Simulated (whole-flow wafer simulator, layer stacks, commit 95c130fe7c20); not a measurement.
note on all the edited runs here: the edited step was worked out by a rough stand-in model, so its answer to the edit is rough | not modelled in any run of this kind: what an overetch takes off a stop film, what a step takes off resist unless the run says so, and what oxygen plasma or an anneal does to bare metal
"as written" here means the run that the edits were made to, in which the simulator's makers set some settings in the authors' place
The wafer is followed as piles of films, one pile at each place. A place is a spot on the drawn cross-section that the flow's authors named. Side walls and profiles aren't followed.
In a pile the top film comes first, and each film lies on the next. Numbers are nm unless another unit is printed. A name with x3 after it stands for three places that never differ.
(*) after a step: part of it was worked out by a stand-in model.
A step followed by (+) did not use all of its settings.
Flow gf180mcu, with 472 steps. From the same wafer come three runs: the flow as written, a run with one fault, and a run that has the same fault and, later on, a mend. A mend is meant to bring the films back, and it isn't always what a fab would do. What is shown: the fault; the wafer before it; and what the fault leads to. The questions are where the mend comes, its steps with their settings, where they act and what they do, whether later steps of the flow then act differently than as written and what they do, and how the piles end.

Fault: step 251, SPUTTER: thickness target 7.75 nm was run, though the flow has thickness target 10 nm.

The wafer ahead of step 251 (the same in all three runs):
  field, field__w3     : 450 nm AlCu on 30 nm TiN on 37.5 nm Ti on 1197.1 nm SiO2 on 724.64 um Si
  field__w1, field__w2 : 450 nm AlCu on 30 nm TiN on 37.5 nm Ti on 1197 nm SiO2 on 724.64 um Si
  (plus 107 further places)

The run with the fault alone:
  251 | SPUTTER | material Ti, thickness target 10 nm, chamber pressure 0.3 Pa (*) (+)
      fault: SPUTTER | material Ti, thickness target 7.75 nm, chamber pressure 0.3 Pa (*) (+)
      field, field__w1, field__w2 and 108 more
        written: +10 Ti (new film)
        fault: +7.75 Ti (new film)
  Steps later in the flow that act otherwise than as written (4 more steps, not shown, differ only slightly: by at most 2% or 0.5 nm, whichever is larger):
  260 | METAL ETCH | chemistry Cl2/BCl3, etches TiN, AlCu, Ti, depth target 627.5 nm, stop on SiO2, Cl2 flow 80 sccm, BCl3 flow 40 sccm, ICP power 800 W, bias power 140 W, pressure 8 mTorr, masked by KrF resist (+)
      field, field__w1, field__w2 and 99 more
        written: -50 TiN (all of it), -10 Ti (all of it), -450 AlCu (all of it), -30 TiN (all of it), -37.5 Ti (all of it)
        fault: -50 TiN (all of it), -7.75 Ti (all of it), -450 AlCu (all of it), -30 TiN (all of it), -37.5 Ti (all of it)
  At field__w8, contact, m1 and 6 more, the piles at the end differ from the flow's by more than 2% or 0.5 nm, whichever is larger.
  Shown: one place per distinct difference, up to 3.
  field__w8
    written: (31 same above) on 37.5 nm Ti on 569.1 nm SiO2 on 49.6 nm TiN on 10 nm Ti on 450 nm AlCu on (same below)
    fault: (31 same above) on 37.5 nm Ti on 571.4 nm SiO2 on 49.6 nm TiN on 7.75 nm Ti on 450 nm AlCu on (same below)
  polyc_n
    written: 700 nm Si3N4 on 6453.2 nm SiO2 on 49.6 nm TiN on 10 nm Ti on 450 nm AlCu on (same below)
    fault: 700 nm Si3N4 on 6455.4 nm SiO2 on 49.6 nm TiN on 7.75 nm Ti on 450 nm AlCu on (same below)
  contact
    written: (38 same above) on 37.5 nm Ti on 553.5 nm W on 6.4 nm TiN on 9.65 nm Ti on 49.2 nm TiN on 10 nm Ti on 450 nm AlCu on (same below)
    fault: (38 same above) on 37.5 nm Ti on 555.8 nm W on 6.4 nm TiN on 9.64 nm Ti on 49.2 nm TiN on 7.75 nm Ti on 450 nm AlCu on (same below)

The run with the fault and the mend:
  The mend follows step 251.
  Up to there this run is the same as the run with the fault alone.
  251a | SPUTTER | material Ti, thickness target 2.25 nm, chamber pressure 0.3 Pa (*) (+) (the flow's step 251, run once more with other settings)
      field, field__w1, field__w2 and 108 more
        +2.25 Ti
  Later steps of the flow that are run all act as written at every place that is followed.
  At every place that both follow, the piles at the end match the flow's.
